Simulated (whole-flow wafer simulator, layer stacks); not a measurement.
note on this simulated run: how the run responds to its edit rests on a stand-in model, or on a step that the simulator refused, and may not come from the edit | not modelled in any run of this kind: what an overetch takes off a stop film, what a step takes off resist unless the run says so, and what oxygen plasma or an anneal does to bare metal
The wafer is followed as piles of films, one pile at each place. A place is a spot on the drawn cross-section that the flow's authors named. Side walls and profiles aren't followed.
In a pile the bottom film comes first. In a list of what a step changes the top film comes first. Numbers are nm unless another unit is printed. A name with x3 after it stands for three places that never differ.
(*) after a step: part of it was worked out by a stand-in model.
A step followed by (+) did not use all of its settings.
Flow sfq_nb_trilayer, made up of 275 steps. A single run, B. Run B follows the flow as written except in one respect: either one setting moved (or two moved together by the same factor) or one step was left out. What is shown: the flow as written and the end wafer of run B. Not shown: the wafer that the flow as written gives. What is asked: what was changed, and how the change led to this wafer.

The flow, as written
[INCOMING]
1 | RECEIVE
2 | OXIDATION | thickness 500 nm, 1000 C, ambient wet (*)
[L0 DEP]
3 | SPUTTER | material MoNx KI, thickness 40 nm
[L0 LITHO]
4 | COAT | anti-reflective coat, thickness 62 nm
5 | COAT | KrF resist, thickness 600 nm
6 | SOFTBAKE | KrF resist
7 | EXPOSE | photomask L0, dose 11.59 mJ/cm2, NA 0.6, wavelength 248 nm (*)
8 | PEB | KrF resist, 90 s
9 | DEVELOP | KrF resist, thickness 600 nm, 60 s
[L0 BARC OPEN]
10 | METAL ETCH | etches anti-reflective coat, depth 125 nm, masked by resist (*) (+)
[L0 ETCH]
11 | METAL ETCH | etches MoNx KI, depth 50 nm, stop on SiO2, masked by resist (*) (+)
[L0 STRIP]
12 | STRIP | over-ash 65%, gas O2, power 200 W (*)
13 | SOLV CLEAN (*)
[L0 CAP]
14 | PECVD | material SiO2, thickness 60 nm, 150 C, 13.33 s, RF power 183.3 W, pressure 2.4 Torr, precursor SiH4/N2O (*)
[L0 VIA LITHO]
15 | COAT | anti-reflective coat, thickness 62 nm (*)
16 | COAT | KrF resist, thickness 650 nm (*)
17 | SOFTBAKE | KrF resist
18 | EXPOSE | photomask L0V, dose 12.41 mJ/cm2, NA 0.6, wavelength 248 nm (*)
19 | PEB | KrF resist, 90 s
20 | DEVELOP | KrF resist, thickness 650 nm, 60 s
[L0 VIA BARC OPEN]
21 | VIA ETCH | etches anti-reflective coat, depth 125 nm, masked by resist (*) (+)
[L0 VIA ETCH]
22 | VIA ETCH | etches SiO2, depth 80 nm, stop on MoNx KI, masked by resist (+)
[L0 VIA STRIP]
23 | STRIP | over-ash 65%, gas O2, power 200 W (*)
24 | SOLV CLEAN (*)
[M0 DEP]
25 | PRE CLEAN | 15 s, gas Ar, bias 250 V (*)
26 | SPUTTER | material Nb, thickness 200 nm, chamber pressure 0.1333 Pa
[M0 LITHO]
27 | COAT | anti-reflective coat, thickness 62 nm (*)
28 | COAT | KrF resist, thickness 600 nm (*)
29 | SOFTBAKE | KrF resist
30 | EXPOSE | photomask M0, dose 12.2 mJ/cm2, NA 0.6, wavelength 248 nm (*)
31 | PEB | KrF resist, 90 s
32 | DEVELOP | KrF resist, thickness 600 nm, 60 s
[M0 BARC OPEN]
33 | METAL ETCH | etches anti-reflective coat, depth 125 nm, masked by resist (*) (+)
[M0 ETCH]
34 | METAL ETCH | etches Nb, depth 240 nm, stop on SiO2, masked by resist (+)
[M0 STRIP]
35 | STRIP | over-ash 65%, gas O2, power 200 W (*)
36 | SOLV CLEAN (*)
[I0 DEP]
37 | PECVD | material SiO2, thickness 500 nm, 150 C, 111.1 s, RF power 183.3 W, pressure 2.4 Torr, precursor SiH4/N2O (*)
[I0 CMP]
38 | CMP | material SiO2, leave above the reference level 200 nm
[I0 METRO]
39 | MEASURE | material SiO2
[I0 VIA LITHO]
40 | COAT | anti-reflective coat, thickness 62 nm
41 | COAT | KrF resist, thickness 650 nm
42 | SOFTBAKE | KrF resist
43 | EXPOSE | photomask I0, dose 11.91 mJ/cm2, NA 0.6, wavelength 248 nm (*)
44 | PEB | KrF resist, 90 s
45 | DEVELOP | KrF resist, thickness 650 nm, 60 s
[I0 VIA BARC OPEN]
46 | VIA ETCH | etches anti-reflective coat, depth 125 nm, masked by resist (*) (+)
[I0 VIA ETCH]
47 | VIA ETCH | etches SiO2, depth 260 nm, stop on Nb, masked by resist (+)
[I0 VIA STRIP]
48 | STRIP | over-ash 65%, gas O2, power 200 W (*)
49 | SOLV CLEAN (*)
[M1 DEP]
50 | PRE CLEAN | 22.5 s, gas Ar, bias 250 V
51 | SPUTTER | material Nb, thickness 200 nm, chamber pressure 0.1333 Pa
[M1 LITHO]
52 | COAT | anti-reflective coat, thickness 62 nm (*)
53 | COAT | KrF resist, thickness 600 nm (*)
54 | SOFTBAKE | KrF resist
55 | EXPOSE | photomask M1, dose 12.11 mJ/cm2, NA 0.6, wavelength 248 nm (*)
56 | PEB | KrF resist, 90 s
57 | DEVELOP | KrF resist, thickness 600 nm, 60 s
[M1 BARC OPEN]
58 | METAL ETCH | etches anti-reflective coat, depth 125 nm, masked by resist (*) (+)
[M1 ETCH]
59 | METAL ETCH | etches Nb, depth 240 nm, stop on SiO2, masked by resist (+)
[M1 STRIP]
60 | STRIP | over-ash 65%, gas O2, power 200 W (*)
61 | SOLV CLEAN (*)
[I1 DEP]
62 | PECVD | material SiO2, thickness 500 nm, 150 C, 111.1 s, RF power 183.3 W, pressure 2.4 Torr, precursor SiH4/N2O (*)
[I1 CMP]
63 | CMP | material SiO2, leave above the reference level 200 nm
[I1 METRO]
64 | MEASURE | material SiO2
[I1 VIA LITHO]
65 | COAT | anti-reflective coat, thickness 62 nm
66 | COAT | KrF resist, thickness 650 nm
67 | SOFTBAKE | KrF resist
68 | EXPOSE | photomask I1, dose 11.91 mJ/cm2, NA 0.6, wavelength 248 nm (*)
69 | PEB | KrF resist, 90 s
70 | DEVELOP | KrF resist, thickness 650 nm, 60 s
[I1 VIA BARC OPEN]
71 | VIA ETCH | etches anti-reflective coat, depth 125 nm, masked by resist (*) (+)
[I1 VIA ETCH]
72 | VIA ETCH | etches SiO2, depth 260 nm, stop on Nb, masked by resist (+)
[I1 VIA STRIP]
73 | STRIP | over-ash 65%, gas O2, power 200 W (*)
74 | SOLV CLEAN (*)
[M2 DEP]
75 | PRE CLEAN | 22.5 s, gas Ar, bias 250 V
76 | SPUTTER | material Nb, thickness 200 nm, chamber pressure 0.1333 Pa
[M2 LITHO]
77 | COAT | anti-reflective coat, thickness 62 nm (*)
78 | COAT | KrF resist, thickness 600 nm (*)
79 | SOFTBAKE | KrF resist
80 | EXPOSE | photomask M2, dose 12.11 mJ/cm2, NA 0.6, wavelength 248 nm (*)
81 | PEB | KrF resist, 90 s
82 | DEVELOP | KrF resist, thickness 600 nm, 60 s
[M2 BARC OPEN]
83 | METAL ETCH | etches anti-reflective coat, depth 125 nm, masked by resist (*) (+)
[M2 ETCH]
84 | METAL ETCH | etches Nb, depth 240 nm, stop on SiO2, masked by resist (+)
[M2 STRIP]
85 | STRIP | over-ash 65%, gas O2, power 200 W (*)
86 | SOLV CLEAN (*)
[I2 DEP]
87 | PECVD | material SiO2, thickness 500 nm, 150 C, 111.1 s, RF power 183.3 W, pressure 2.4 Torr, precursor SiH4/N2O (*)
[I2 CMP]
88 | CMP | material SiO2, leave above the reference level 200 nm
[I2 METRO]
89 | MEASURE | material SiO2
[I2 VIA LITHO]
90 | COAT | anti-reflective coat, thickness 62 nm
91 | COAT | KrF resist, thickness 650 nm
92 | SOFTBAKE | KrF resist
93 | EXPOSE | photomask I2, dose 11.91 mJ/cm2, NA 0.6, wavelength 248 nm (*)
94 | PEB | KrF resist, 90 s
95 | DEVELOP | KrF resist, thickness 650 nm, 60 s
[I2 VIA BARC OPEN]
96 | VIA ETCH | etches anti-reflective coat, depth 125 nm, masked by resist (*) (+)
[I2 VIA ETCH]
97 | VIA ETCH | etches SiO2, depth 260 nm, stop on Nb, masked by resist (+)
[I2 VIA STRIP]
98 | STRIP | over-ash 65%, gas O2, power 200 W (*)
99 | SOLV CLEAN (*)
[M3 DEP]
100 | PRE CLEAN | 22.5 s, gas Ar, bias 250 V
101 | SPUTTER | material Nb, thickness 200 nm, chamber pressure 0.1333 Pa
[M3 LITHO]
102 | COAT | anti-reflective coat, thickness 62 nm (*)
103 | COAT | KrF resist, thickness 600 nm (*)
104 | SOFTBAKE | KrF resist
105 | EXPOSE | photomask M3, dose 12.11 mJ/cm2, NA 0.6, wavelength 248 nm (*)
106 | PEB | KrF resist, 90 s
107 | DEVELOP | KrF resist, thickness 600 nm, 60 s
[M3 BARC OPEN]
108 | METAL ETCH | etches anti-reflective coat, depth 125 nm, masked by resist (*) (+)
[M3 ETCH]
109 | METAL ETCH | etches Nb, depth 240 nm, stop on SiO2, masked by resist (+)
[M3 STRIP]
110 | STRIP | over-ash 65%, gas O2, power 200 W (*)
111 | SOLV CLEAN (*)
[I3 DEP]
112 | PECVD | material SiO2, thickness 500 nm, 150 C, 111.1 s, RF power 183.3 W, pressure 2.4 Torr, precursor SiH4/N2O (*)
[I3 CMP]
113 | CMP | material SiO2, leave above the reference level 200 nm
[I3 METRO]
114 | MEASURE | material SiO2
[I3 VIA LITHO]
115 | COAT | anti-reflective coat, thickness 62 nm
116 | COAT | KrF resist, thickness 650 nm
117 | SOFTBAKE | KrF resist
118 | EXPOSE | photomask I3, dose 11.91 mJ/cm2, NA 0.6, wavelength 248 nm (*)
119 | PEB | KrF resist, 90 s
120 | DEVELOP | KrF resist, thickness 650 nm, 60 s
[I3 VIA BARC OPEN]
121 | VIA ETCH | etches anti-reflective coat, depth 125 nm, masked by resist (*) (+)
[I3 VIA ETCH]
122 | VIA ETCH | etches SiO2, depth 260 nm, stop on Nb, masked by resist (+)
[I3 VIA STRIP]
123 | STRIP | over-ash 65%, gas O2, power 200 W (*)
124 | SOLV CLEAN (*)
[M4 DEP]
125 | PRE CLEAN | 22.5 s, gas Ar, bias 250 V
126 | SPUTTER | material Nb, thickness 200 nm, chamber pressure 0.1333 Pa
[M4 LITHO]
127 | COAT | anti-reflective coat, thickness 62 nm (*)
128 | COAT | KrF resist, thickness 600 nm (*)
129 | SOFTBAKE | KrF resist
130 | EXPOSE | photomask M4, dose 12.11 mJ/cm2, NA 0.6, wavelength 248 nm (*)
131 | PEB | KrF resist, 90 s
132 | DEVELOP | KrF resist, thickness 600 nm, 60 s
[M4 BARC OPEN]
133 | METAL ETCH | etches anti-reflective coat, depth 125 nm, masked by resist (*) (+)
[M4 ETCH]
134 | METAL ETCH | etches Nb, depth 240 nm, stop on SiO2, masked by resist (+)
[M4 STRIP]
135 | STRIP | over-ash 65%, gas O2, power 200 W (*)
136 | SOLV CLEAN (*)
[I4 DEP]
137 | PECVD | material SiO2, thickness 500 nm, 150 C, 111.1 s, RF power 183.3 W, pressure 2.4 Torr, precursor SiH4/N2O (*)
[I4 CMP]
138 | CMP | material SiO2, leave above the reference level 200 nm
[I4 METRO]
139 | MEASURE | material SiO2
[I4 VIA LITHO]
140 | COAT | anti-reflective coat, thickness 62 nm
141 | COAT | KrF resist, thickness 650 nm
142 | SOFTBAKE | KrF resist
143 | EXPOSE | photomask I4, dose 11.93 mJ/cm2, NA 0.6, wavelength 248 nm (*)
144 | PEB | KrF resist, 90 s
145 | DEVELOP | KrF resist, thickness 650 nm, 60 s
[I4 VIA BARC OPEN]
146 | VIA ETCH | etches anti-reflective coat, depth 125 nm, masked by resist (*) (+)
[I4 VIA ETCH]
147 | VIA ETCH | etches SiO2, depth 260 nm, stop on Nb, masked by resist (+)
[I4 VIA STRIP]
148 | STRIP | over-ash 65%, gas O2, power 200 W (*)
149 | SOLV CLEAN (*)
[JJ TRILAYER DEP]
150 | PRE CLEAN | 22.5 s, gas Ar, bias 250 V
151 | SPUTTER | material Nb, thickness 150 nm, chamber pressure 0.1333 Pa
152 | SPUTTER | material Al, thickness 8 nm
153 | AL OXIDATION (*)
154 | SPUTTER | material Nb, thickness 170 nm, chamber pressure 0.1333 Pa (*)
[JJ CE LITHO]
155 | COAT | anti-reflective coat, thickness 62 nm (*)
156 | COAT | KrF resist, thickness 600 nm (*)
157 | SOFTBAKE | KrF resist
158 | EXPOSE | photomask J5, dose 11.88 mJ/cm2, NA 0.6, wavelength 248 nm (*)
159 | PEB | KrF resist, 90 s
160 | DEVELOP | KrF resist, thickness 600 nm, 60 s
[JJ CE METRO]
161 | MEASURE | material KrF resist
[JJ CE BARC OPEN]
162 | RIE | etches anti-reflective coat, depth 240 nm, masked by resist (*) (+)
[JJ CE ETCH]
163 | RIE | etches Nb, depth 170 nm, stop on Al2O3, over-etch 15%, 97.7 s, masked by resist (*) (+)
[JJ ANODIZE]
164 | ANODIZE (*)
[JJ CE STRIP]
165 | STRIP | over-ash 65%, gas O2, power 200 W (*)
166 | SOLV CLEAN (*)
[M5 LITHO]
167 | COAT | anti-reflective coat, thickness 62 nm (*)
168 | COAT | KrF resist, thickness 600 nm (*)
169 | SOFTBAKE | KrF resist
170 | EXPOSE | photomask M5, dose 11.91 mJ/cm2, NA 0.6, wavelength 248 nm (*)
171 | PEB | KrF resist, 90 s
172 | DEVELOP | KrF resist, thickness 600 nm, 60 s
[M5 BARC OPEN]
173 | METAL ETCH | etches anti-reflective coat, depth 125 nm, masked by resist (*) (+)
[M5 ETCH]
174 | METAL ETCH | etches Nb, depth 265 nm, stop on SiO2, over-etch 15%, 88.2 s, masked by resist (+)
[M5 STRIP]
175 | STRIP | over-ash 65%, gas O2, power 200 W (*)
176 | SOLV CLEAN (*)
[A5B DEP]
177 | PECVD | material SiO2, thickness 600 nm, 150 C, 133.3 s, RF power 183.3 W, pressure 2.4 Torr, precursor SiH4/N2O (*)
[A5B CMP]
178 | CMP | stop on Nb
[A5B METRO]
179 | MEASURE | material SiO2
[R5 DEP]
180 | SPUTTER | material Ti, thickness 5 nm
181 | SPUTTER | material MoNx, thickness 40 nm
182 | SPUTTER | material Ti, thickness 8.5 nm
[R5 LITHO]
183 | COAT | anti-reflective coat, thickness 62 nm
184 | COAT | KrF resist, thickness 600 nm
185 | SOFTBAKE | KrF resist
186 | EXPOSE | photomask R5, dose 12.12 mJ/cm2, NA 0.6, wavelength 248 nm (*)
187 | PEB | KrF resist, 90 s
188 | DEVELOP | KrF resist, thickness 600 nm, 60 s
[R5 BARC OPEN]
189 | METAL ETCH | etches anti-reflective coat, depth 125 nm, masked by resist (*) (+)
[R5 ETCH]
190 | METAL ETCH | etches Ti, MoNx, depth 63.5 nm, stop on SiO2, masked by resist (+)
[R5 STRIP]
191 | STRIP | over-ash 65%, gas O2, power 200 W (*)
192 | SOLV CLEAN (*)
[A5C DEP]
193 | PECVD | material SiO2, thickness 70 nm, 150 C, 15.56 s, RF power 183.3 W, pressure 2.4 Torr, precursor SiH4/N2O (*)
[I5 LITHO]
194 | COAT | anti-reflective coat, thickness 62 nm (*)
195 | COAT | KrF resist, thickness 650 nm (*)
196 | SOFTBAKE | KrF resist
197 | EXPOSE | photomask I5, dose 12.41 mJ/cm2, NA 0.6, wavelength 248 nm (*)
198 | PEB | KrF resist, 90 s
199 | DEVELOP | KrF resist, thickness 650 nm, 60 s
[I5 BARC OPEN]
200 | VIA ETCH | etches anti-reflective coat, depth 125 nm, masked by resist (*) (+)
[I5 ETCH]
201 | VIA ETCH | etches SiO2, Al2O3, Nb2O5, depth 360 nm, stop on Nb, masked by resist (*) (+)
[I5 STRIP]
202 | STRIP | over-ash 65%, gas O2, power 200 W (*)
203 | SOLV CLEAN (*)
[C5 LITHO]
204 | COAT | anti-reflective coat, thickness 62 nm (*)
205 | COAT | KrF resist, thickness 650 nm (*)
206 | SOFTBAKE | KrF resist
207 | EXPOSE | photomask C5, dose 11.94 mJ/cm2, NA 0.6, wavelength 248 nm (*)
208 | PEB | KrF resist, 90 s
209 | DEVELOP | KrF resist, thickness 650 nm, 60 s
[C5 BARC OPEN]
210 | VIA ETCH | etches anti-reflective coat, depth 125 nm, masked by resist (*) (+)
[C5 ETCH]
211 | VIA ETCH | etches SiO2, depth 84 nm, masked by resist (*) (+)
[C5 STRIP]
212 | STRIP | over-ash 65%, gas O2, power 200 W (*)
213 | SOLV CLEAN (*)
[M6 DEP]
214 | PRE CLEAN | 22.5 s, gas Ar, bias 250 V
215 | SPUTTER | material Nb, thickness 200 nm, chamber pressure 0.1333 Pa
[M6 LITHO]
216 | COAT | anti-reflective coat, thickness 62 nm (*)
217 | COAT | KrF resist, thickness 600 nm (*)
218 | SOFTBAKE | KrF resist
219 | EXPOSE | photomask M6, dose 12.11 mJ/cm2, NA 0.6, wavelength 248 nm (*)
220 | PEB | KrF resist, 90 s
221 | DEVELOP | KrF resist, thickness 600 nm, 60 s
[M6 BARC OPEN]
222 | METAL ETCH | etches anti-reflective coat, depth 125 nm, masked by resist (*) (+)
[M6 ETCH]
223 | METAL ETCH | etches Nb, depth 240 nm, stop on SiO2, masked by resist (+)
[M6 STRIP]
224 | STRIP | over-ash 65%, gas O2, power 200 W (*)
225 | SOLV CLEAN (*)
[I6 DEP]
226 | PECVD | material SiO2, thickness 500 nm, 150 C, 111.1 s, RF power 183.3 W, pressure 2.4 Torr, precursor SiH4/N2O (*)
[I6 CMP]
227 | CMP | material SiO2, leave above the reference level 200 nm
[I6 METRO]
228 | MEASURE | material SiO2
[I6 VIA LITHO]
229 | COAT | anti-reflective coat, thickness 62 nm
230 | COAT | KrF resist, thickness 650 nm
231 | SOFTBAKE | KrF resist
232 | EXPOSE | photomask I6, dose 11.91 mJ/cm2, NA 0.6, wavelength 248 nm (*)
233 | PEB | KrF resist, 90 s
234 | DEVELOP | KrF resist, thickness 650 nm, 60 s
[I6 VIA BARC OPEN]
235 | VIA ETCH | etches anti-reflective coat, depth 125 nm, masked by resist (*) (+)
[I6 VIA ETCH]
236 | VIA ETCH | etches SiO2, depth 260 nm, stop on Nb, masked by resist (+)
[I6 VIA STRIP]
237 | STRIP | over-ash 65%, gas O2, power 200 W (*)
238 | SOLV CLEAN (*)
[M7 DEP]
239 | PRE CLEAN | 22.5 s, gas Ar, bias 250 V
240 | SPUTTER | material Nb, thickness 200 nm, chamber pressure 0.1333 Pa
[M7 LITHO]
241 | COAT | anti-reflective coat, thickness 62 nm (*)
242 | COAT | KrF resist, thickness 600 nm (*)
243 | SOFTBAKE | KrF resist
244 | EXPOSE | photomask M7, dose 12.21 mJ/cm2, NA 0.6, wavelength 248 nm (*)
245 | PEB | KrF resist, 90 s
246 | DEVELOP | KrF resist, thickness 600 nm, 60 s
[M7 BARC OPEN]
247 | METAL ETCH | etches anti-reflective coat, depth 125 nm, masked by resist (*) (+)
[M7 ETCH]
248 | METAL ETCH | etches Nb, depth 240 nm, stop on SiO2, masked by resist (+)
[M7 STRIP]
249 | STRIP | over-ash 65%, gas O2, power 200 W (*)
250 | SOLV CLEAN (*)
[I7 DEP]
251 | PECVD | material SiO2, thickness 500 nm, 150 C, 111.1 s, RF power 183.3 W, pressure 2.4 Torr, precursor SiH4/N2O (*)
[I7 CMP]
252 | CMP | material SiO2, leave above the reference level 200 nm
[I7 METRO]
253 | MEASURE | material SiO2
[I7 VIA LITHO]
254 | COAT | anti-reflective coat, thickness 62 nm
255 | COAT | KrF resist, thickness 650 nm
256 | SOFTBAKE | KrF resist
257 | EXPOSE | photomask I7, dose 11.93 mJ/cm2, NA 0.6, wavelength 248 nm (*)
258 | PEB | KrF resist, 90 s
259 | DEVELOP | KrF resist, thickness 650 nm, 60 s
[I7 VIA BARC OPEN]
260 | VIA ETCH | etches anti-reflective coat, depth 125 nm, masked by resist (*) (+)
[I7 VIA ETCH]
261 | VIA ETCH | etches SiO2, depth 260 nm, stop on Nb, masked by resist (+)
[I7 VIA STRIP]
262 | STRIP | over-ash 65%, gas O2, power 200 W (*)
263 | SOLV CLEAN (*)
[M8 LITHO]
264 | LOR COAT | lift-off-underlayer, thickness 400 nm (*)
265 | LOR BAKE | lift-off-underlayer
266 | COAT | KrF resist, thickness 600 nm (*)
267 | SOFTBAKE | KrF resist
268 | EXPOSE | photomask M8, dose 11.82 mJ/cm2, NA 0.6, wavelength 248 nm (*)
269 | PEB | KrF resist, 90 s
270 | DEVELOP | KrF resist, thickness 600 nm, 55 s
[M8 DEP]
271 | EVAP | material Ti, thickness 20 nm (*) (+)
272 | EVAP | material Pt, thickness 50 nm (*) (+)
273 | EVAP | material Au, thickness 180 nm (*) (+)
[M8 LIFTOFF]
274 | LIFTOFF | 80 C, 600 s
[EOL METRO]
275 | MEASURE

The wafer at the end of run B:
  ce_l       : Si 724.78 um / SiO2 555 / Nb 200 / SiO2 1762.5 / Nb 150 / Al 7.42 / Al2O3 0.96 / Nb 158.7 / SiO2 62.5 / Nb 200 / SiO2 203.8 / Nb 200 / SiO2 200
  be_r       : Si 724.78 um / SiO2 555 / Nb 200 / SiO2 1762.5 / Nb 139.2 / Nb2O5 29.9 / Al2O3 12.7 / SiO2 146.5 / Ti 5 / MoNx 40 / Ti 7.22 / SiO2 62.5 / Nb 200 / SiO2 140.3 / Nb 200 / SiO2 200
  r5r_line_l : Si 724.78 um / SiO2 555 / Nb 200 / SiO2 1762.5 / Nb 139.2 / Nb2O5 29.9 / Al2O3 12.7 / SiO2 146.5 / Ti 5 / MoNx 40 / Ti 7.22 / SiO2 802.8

The reason: step 182, SPUTTER: thickness 7.22 nm was run, while the flow as written has thickness 8.5 nm.
The wafer lets one read it off: be_r has Ti 7.22, and step 182 as written asks for 8.5 nm.

Step by step, how the change led to this:
  182 | SPUTTER | material Ti, thickness 8.5 nm
      field_l, v_sur, via_wl and 103 more: +7.22 Ti (new film) (it would be, as written: +8.5 Ti (new film))
  190 | METAL ETCH | etches Ti, MoNx, depth 63.5 nm, stop on SiO2, masked by resist (+)
      field_l, v_sur, via_wl and 92 more: -7.22 Ti (all of it), -40 MoNx (all of it), -5 Ti (all of it) (it would be, as written: -8.5 Ti (all of it), -40 MoNx (all of it), -5 Ti (all of it))
      ce_l, c5j, ce_r, wl_jj: -7.22 Ti (all of it), -40 MoNx (all of it), -5 Ti (all of it), -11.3 Nb (it would be, as written: -8.5 Ti (all of it), -40 MoNx (all of it), -5 Ti (all of it), -10 Nb)
